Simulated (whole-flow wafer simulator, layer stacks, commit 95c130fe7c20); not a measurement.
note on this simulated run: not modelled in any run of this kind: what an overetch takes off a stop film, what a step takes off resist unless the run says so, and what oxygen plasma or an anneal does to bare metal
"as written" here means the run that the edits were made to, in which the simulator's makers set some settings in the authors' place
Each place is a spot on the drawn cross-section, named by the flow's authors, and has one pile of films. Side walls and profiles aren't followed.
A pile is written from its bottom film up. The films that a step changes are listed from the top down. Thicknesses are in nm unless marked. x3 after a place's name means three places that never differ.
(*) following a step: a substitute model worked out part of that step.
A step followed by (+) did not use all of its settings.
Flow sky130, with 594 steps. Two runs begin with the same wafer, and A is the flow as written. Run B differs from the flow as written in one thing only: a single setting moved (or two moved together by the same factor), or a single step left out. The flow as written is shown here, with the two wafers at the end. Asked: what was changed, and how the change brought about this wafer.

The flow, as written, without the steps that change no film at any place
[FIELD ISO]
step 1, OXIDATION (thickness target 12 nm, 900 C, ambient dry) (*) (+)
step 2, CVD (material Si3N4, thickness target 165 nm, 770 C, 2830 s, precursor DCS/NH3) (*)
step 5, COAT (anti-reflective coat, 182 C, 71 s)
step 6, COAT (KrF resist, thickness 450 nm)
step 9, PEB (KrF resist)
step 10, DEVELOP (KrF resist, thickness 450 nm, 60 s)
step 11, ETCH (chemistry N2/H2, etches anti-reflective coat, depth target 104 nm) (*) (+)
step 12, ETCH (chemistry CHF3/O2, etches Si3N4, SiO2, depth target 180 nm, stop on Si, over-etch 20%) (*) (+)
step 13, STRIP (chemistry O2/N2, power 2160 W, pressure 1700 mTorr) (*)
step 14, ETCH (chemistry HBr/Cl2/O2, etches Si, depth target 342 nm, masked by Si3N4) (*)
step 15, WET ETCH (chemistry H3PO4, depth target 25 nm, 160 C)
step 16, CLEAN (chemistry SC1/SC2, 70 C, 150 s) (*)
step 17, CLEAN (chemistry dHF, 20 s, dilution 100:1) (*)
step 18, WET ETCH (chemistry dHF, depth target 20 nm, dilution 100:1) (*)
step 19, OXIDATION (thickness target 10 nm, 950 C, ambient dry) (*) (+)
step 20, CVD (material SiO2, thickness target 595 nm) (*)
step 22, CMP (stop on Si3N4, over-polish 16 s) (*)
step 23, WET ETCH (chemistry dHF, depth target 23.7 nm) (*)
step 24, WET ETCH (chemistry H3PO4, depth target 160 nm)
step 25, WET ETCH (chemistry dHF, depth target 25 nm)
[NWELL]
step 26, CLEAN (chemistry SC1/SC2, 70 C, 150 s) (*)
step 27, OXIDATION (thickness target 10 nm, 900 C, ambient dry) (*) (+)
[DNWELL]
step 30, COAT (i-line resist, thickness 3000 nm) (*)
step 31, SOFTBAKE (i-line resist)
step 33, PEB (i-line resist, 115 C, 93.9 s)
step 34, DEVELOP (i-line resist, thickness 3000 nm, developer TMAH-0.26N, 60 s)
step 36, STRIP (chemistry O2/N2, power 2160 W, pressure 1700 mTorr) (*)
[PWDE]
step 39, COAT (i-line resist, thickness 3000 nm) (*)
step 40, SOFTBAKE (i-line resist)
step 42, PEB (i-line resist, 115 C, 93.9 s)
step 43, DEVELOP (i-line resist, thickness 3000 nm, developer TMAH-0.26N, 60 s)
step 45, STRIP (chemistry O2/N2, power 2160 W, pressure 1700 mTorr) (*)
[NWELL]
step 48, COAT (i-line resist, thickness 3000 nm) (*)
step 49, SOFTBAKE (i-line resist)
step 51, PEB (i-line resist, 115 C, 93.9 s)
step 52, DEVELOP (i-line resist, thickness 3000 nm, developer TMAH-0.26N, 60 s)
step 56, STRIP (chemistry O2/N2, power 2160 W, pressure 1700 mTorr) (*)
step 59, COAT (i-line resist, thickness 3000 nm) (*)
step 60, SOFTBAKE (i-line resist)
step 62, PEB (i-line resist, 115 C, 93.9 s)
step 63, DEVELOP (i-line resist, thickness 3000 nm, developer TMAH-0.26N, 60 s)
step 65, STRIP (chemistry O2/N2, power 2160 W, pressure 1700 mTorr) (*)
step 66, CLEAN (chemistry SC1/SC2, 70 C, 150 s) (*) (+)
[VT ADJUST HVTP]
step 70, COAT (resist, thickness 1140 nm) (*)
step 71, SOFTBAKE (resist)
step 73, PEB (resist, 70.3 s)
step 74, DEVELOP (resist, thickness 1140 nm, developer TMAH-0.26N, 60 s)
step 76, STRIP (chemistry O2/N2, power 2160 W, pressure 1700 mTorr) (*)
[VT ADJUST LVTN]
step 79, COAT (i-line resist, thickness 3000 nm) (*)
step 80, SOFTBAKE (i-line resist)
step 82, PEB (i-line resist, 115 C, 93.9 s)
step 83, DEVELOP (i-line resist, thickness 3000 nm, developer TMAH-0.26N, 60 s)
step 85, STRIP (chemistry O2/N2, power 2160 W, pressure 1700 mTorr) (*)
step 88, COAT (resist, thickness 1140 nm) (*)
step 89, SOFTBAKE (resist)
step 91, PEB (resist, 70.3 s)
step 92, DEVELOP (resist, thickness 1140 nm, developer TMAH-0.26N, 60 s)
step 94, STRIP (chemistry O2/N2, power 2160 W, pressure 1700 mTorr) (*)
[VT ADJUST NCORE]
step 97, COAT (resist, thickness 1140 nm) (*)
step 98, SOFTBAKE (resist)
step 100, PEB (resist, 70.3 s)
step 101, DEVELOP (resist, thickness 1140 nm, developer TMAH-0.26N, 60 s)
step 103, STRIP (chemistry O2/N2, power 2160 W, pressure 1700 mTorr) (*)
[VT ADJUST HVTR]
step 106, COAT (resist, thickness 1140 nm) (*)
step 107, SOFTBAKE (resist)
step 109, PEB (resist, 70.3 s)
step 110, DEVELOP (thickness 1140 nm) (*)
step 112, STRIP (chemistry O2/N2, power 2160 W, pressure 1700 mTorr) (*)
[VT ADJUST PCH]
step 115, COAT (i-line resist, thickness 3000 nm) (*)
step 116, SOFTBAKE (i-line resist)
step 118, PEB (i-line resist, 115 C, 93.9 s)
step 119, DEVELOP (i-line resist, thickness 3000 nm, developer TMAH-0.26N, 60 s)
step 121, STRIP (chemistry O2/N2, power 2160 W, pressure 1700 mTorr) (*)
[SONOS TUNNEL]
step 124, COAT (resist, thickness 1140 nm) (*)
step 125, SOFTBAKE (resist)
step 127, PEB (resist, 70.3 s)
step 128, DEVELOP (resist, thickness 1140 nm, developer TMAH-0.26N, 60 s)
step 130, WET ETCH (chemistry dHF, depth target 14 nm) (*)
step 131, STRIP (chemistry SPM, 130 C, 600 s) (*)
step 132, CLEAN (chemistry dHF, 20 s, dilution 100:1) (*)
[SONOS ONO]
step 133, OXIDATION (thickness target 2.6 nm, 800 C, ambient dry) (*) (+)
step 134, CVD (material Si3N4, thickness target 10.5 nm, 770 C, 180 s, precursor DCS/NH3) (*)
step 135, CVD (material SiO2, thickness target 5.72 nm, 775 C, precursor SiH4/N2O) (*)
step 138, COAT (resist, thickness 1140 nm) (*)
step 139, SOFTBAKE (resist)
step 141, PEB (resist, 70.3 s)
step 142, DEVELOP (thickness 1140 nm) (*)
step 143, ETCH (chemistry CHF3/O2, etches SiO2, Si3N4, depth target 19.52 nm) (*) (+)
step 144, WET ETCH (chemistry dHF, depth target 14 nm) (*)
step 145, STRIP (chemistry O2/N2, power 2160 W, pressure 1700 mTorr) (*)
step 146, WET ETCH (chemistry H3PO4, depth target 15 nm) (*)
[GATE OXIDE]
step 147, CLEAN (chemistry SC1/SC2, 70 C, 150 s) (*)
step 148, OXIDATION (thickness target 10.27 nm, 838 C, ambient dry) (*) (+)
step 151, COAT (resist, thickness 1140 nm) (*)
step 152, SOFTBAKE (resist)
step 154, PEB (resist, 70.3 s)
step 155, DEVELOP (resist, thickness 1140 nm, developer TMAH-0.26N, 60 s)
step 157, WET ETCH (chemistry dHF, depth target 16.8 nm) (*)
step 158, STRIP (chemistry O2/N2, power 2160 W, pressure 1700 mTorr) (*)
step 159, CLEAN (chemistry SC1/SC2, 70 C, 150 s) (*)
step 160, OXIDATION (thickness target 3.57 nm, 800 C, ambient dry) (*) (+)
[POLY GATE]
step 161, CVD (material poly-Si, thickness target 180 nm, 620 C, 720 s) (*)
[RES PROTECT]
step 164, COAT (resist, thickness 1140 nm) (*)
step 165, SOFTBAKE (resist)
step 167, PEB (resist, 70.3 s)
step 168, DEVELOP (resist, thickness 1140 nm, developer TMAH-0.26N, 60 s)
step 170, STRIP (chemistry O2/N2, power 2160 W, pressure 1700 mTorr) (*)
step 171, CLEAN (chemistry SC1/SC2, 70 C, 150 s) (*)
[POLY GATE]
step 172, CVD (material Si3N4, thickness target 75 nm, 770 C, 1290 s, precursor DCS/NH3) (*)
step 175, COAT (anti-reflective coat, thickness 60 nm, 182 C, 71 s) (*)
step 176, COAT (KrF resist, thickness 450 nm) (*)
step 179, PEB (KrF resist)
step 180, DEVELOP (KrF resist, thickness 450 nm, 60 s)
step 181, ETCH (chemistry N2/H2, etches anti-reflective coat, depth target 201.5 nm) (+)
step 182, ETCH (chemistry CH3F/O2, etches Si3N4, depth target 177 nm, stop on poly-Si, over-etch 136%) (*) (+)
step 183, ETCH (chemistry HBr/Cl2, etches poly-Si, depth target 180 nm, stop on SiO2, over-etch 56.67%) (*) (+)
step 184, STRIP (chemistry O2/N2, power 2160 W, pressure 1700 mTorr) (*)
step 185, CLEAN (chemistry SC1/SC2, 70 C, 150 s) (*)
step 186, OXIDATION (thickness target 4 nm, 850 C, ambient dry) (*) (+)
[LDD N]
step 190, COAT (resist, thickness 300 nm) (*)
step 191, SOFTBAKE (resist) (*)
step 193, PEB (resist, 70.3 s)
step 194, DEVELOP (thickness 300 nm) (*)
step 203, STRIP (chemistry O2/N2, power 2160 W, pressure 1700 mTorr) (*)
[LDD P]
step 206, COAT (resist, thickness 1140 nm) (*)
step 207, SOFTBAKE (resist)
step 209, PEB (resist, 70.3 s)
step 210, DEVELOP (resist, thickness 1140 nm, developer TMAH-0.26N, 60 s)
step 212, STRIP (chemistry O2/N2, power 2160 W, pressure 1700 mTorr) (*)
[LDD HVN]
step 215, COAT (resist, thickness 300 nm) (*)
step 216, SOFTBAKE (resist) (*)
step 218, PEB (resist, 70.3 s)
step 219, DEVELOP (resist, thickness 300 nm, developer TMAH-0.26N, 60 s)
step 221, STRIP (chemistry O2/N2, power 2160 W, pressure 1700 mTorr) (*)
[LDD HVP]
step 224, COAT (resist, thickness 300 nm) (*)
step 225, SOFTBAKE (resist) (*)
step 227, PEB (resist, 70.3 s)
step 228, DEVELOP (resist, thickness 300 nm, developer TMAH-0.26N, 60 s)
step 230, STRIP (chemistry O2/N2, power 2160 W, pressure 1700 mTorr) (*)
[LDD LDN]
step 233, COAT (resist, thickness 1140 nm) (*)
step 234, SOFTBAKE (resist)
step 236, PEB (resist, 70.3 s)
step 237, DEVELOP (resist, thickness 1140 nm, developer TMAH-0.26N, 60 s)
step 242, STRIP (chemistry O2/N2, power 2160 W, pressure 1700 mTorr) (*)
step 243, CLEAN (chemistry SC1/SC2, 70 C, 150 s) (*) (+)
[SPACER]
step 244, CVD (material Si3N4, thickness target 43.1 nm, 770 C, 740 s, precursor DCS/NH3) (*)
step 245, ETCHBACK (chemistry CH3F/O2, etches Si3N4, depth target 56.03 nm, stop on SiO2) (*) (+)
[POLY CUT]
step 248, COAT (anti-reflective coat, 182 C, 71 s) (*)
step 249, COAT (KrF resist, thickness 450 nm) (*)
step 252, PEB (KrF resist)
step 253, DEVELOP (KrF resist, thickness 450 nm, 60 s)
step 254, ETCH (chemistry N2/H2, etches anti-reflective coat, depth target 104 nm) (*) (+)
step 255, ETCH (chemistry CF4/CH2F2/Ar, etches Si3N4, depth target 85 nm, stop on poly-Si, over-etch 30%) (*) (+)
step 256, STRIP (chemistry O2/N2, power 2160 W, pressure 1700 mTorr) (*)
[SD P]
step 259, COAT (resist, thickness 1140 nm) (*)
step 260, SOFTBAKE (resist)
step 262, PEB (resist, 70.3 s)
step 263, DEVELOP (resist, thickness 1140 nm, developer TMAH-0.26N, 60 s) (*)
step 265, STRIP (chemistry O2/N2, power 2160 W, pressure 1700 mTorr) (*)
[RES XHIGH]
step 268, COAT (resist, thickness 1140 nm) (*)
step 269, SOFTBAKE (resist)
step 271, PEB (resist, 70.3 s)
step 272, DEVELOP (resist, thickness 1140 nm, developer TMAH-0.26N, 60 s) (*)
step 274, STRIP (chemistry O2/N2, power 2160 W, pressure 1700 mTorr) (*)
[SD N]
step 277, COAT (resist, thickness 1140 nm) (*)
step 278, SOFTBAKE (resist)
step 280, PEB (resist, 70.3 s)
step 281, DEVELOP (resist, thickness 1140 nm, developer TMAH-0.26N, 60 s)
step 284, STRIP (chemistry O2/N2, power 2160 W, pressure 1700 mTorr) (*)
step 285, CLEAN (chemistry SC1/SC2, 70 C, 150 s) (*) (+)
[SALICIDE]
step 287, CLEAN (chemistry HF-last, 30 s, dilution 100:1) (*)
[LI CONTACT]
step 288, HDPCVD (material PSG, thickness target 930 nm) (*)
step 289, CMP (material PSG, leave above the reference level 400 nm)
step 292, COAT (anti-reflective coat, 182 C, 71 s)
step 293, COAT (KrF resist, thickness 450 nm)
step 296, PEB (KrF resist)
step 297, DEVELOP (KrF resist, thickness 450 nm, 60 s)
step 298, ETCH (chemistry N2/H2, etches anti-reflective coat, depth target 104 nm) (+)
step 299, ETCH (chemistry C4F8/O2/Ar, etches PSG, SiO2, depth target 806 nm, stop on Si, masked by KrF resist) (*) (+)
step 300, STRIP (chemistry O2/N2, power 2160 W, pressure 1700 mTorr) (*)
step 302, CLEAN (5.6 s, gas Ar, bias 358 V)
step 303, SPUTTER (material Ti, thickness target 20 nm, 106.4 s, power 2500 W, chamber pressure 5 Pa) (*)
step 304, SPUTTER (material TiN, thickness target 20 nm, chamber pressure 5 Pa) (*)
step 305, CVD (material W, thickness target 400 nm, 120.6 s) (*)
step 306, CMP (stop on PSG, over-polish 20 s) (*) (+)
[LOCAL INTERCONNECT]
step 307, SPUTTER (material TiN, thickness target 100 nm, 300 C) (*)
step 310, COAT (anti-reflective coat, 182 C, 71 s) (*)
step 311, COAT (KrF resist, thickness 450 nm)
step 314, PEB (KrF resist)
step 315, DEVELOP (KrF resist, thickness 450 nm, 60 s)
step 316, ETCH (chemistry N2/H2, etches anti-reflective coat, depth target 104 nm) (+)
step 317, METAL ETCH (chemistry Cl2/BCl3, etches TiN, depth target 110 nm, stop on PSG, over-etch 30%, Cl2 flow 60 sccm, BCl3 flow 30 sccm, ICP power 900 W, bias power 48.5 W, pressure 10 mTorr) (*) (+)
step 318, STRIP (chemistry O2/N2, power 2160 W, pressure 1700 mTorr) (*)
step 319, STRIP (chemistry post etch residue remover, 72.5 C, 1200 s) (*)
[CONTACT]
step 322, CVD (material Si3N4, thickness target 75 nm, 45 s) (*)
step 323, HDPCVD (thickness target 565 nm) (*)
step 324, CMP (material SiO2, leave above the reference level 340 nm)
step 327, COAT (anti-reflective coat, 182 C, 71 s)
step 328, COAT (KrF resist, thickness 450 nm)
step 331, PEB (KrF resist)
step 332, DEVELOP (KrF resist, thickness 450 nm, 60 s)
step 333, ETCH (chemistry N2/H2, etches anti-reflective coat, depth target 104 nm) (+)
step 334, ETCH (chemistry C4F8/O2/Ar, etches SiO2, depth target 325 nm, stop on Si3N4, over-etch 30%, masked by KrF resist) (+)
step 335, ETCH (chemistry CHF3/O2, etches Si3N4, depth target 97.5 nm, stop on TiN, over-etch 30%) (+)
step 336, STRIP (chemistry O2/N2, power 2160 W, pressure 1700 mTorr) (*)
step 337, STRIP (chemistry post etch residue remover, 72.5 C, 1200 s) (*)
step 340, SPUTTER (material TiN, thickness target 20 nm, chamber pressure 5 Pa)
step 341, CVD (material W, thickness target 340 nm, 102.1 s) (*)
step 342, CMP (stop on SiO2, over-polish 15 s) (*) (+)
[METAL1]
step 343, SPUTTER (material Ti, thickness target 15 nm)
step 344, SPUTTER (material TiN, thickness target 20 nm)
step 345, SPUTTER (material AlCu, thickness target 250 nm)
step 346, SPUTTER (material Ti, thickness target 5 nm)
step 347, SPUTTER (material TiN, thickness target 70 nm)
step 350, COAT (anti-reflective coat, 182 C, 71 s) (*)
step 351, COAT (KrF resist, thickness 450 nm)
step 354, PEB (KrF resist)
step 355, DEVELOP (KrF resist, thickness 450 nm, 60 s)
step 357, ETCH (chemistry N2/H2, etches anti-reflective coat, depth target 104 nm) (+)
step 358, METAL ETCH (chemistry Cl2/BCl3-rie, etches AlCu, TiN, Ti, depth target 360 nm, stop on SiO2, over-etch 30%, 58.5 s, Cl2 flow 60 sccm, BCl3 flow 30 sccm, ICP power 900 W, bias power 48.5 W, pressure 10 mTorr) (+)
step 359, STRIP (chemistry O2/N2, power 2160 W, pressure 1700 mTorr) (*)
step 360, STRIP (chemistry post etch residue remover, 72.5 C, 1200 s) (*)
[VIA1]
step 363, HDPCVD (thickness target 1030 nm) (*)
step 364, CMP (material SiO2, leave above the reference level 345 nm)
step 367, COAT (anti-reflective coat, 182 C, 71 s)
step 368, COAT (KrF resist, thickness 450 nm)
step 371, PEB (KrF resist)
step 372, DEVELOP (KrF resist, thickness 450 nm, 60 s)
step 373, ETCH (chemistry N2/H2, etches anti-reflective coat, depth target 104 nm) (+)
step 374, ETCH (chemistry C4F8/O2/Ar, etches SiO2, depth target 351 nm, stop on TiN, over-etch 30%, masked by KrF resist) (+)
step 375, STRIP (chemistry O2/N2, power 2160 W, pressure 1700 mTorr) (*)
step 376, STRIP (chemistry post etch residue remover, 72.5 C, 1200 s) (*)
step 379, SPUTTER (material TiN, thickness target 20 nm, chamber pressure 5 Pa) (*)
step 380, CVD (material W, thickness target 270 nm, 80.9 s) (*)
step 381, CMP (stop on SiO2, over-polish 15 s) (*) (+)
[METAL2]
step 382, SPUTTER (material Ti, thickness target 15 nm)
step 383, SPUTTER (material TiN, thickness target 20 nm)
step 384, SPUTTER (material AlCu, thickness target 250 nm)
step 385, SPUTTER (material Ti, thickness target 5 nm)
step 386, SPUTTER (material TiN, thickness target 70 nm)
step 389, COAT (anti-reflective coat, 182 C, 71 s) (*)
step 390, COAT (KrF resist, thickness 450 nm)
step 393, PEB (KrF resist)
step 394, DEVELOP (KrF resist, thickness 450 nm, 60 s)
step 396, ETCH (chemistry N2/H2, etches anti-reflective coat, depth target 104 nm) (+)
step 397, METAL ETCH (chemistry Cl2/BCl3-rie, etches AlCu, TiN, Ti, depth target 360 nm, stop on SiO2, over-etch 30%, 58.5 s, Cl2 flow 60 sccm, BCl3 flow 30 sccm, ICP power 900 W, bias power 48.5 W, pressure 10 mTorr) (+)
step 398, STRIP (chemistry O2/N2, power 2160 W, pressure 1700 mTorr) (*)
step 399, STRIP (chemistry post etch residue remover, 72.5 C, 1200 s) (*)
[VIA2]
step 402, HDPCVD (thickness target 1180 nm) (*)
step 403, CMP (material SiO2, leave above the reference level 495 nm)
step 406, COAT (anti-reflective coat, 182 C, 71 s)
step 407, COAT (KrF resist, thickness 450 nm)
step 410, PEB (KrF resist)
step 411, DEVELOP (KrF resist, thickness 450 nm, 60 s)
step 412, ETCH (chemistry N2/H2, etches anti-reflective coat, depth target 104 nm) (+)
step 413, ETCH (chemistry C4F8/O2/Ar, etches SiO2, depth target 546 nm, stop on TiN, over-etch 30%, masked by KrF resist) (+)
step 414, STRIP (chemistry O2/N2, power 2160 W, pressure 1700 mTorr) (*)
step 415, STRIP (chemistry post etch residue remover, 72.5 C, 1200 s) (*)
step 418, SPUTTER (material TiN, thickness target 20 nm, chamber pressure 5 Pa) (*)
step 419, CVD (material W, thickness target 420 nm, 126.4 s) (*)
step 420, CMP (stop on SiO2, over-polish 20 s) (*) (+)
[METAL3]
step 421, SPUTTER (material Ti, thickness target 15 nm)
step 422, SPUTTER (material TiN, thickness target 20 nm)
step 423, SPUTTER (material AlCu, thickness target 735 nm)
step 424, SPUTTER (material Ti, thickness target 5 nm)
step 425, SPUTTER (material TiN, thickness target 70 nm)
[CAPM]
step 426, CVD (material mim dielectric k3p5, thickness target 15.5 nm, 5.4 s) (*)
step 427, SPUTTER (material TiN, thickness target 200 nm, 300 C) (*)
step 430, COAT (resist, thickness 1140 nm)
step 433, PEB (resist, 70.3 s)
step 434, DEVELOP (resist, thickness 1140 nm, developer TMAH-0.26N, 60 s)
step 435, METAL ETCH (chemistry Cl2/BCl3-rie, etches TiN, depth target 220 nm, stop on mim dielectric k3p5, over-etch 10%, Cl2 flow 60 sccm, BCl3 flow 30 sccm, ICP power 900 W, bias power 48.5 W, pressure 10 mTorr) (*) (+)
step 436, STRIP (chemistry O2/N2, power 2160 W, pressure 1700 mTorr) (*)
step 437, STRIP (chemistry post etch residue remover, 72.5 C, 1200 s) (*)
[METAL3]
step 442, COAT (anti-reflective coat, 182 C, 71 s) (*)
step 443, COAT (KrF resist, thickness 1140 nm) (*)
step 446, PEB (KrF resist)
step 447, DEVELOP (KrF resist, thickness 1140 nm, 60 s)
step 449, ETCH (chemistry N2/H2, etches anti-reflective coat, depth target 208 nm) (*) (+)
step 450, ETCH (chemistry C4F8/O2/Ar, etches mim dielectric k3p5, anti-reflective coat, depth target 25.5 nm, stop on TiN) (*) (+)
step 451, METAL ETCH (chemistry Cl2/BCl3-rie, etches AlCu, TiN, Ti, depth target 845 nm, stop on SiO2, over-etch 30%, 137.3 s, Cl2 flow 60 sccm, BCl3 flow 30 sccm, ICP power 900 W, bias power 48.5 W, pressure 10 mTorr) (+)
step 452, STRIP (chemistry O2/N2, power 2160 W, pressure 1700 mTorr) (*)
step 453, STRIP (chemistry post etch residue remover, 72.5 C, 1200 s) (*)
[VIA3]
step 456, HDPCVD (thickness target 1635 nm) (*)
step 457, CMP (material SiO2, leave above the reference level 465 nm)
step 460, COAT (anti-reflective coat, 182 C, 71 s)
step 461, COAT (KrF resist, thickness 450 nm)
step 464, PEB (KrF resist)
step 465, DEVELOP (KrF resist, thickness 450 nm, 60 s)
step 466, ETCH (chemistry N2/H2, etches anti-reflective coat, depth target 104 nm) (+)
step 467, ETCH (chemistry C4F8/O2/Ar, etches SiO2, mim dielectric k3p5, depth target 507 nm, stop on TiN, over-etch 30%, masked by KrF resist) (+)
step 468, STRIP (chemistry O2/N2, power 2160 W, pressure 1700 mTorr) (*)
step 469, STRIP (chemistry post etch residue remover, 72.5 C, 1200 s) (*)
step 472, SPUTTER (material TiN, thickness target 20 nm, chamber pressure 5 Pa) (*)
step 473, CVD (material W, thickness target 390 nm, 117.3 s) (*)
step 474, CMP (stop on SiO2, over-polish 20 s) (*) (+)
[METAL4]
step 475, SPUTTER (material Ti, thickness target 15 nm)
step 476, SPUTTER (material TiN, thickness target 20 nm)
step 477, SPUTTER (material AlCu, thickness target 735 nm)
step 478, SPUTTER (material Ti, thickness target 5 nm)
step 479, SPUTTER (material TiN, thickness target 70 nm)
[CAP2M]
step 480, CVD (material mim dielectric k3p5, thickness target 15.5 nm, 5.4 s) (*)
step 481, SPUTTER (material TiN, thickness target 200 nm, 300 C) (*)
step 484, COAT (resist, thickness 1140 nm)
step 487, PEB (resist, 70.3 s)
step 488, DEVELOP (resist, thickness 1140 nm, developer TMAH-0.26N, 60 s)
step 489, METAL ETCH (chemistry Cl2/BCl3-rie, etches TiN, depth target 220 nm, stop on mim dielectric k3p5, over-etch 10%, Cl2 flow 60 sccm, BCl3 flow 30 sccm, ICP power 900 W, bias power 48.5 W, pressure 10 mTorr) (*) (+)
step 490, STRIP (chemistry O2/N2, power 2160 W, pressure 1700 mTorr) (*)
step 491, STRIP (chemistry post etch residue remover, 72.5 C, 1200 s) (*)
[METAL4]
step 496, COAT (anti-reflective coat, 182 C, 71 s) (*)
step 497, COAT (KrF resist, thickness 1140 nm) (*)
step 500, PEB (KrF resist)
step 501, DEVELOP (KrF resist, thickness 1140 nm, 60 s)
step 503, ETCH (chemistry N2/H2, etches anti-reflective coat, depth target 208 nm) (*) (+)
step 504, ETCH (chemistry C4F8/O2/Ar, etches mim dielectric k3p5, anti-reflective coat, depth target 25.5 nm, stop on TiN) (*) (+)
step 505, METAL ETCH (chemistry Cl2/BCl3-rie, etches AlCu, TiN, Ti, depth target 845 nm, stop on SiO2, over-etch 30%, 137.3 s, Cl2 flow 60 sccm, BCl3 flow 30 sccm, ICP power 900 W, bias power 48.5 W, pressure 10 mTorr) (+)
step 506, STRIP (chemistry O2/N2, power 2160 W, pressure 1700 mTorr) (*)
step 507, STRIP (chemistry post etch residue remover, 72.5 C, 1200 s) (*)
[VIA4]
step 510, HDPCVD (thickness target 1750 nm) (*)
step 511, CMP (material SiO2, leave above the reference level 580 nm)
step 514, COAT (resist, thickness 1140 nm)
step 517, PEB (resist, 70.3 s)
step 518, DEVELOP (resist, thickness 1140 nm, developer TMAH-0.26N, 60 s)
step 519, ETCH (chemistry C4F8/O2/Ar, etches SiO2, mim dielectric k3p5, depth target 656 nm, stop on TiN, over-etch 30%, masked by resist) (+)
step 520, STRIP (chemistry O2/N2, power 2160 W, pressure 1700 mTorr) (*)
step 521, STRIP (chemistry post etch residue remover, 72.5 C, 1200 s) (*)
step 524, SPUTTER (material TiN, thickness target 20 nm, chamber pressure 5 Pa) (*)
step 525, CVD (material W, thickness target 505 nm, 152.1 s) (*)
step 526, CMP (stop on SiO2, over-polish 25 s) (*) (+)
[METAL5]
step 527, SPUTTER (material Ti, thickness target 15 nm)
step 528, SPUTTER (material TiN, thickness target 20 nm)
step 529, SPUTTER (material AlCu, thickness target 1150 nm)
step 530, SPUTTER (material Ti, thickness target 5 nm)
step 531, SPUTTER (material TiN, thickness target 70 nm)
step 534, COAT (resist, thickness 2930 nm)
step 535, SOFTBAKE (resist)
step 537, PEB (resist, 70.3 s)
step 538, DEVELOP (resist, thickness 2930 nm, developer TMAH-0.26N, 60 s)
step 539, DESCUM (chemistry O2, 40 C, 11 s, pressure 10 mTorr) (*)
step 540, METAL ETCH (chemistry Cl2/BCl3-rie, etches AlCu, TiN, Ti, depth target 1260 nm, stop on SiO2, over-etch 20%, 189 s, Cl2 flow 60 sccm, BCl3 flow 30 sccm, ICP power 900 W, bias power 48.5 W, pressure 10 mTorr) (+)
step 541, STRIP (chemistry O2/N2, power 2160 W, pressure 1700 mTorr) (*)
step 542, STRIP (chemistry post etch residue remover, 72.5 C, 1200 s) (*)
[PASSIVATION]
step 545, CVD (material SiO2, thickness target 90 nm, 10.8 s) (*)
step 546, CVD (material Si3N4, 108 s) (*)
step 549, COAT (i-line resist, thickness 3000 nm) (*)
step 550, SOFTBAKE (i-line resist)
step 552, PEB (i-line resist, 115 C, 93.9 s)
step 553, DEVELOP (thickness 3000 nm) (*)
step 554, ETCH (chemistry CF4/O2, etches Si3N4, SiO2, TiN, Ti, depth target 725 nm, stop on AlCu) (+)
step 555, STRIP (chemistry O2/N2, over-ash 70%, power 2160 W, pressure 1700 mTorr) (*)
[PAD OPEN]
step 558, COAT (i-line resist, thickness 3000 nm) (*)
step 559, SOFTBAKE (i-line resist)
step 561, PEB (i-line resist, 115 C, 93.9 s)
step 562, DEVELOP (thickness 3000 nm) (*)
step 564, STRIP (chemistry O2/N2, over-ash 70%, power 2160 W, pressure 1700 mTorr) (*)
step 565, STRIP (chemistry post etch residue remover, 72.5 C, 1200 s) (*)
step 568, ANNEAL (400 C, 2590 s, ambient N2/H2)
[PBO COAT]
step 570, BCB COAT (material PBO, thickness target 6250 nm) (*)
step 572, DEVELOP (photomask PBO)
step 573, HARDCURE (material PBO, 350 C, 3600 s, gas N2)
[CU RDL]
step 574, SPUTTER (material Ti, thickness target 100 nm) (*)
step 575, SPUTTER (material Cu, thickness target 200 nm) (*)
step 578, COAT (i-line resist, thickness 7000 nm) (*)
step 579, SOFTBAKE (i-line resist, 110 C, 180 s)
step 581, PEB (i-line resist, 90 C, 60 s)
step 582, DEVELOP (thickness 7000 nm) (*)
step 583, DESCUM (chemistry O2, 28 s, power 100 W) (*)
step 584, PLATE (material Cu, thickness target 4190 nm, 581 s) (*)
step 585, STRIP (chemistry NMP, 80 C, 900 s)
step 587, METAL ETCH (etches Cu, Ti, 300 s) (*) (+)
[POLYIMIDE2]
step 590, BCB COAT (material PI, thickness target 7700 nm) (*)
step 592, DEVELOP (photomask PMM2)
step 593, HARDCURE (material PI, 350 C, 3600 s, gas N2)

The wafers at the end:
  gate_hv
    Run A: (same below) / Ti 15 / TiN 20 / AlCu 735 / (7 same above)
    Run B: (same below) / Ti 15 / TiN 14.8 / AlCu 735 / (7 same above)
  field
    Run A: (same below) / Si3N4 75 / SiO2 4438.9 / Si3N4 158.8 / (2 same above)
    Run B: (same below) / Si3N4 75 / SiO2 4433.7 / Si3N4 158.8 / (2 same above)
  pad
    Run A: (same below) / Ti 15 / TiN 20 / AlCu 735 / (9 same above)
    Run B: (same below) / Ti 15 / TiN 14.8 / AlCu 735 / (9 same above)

The reason: step 476, SPUTTER: thickness target 14.8 nm was run, while the flow as written has thickness target 20 nm.
The wafer itself shows it: gate_hv has TiN 14.8, and step 476 as written asks for 20 nm.

The path from the change to this, step by step:
  step 476, SPUTTER (material TiN, thickness target 20 nm)
      field, active, n_well and 189 more: A +20 TiN (new film) | B +14.8 TiN (new film)
  step 505, METAL ETCH (chemistry Cl2/BCl3-rie, etches AlCu, TiN, Ti, depth target 845 nm, stop on SiO2, over-etch 30%, 137.3 s, Cl2 flow 60 sccm, BCl3 flow 30 sccm, ICP power 900 W, bias power 48.5 W, pressure 10 mTorr) (+)
      field, gate, spacer and 68 more: A -70 TiN (all of it), -5 Ti (all of it), -735 AlCu (all of it), -20 TiN (all of it), -15 Ti (all of it), -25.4 SiO2 | B -70 TiN (all of it), -5 Ti (all of it), -735 AlCu (all of it), -14.8 TiN (all of it), -15 Ti (all of it), -25.9 SiO2
      active, vpp_iso1, mim_edge_plate and 14 more: A -70 TiN (all of it), -5 Ti (all of it), -735 AlCu (all of it), -20 TiN (all of it), -15 Ti (all of it), -25.3 SiO2 | B -70 TiN (all of it), -5 Ti (all of it), -735 AlCu (all of it), -14.8 TiN (all of it), -15 Ti (all of it), -25.9 SiO2
